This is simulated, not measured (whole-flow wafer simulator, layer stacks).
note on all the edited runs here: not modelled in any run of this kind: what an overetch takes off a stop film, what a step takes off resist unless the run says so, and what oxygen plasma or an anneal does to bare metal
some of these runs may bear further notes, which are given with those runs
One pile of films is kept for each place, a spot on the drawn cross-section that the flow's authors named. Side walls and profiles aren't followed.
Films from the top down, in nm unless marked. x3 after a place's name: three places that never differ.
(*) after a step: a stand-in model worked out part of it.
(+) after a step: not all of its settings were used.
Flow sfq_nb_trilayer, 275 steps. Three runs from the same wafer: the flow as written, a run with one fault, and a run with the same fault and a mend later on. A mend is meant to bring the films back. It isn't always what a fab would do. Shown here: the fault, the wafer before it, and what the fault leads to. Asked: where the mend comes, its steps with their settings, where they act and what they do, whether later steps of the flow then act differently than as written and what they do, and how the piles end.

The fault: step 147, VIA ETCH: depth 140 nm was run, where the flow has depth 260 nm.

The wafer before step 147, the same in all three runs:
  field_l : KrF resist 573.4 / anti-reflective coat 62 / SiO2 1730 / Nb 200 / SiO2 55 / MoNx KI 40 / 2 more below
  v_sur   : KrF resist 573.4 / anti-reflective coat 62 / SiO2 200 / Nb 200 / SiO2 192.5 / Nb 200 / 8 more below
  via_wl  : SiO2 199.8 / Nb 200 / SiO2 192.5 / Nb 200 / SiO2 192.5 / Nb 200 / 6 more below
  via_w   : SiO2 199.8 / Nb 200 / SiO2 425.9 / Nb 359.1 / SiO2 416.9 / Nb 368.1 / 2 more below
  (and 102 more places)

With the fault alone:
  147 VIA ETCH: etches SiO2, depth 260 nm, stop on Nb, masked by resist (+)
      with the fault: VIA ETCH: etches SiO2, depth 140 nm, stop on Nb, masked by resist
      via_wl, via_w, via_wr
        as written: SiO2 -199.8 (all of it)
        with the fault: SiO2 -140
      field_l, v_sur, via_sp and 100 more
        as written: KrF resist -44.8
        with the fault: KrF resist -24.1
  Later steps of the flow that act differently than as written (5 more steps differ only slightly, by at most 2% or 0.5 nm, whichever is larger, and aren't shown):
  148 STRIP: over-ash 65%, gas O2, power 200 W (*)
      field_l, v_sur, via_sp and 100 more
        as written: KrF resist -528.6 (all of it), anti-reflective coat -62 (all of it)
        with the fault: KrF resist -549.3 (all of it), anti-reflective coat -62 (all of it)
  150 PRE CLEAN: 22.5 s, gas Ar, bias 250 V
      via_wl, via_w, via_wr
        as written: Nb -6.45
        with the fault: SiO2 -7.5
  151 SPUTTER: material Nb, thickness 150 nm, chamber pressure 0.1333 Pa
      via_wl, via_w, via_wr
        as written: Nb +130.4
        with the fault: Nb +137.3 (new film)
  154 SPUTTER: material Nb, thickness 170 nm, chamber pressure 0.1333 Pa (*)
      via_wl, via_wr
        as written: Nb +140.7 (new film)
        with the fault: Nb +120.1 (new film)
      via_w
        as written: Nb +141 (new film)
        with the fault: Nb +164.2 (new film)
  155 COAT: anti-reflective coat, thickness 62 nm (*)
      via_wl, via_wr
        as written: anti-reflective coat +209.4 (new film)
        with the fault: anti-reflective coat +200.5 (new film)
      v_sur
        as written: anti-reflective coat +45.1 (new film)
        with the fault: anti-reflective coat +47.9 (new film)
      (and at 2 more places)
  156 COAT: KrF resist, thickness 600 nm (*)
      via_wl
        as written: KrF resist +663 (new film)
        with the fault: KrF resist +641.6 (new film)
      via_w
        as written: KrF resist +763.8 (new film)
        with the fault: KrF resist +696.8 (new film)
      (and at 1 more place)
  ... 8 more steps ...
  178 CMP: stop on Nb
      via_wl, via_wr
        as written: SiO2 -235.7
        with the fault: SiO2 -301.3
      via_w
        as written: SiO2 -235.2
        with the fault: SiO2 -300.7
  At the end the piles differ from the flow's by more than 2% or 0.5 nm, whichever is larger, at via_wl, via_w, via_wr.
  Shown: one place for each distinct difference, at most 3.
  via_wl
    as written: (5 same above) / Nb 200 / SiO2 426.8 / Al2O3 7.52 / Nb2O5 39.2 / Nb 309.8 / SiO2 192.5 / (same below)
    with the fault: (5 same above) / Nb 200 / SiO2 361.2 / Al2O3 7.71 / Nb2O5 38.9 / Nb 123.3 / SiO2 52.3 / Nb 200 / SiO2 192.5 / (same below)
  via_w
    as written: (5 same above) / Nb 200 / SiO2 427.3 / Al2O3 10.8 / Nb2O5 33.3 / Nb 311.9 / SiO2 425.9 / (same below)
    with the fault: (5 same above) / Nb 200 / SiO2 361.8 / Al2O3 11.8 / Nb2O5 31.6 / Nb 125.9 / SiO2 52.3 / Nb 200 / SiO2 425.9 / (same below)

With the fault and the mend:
  The mend comes after step 148.
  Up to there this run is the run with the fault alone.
  148a COAT: anti-reflective coat, thickness 62 nm (*) (the flow's step 140 once more)
      p4_fl x3, p4_w1 x9, p4_g1 x2 and 63 more
        anti-reflective coat +62 (new film)
      moat, field_r, lsp_l and 6 more
        anti-reflective coat +61.8 (new film)
      c5j, ce_r, sp_r, be_r, r_sur, res, r_end
        anti-reflective coat +61.7 (new film)
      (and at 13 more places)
  148b COAT: KrF resist, thickness 650 nm (*) (the flow's step 141 once more)
      p4_fl x3, p4_w1 x9, p4_g1 x2 and 63 more
        KrF resist +650 (new film)
      moat, field_r, lsp_l, ln_m5, lsp_m, ln_m6, lsp_r, l0_sur
        KrF resist +649.5 (new film)
      r_sur, res, r_end, l0v
        KrF resist +649.4 (new film)
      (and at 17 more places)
  148c SOFTBAKE: KrF resist (the flow's step 142 once more)
      changes no film at any place that is followed
  148d EXPOSE: photomask I4, dose 11.93 mJ/cm2, NA 0.6, wavelength 248 nm (*) (the flow's step 143 once more)
      changes no film at any place that is followed
  148e PEB: KrF resist, 90 s (the flow's step 144 once more)
      jj_sur, ce_l, c5j and 92 more
        KrF resist -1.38
      v_sur, via_v, wire, be, be_sur, gap
        KrF resist -1.37
      field_l, via_sp
        KrF resist -1.36
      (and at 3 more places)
  148f DEVELOP: KrF resist, thickness 650 nm, 60 s (the flow's step 145 once more)
      field_l, v_sur, via_sp and 100 more
        KrF resist -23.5
      via_wl
        KrF resist -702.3 (all of it)
      via_w
        KrF resist -740.6 (all of it)
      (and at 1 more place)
  148g VIA ETCH: etches anti-reflective coat, depth 125 nm, masked by resist (+) (the flow's step 146 once more)
      field_l, v_sur, via_sp and 100 more
        KrF resist -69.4
      via_wl, via_wr
        anti-reflective coat -123.9 (all of it)
      via_w
        anti-reflective coat -81.1 (all of it), SiO2 -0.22
  148h VIA ETCH: etches SiO2, depth 120 nm, stop on Nb, masked by resist (+) (the flow's step 147 once more, with other settings)
      field_l, v_sur, via_sp and 100 more
        KrF resist -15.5
      via_wl, via_wr
        SiO2 -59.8 (all of it)
      via_w
        SiO2 -59.6 (all of it)
  148i STRIP: over-ash 65%, gas O2, power 200 W (*) (the flow's step 148 once more)
      p4_fl x3, p4_w1 x9, p4_g1 x2 and 63 more
        KrF resist -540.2 (all of it), anti-reflective coat -62 (all of it)
      moat, field_r, lsp_l, ln_m5, lsp_m, ln_m6, lsp_r, l0_sur
        KrF resist -539.7 (all of it), anti-reflective coat -61.8 (all of it)
      r_sur, res, r_end
        KrF resist -539.6 (all of it), anti-reflective coat -61.7 (all of it)
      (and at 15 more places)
  No later step of the flow acts differently than as written, at any place that is followed, by more than 2% or 0.5 nm, whichever is larger.
  At the end the piles are the same as the flow's at every place that both follow.
